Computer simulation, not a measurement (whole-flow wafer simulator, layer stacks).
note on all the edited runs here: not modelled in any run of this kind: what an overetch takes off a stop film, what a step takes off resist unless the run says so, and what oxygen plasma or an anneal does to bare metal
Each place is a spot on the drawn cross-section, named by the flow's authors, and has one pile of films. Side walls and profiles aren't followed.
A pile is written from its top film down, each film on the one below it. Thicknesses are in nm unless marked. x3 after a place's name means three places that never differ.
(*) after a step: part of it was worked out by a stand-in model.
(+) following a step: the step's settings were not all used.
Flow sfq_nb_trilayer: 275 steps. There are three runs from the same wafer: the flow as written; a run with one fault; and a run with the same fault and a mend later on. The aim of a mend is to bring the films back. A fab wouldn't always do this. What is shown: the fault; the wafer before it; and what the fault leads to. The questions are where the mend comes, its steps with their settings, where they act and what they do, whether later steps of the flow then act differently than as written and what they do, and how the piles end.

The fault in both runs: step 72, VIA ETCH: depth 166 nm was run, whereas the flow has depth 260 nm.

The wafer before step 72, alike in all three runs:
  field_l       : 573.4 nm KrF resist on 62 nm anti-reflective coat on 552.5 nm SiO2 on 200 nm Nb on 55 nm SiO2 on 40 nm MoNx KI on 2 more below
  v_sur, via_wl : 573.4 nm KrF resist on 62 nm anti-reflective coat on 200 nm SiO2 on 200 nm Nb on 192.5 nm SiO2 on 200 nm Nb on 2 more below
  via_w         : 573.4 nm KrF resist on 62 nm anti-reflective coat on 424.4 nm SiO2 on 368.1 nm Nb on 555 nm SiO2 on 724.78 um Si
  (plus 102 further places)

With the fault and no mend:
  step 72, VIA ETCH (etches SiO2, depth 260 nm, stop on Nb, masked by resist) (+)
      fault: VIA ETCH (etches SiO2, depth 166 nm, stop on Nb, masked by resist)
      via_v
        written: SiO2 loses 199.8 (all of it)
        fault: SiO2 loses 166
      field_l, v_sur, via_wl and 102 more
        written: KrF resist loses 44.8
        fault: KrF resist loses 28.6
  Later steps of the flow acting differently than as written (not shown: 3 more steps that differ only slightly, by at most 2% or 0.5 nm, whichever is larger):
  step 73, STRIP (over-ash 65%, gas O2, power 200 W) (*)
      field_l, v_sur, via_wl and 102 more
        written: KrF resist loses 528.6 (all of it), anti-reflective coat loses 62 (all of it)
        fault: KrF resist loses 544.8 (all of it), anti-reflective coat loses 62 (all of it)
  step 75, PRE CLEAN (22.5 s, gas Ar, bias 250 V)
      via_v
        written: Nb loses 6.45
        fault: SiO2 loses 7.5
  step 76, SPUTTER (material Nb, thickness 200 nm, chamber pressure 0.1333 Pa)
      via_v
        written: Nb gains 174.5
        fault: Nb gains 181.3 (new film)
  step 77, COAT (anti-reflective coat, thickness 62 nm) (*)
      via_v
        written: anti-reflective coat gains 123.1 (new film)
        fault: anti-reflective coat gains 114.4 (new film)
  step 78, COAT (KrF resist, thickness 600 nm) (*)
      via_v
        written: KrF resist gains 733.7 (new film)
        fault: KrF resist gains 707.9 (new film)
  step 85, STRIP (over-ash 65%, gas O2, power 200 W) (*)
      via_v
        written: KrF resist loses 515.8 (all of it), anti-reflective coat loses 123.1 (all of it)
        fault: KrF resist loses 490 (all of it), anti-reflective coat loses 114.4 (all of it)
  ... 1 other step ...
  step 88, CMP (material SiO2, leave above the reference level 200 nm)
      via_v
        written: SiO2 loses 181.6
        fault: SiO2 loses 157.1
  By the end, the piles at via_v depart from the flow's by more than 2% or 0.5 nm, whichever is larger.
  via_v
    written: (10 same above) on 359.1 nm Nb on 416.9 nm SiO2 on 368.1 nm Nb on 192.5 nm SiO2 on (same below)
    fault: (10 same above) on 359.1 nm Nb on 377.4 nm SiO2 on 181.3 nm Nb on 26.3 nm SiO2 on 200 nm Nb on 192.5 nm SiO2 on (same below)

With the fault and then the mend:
  The mend stands after step 72.
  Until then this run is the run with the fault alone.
  step 72a, VIA ETCH (etches SiO2, depth 94 nm, stop on Nb, masked by resist) (+) (a further turn of the flow's step 72, with different settings)
      field_l, v_sur, via_wl and 102 more
        KrF resist loses 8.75
      via_v
        SiO2 loses 33.8 (all of it)
  Every later step of the flow that is run acts as written, at every place that is followed, to within 2% or 0.5 nm, whichever is larger.
  By the end, the piles equal the flow's at every place that both follow.
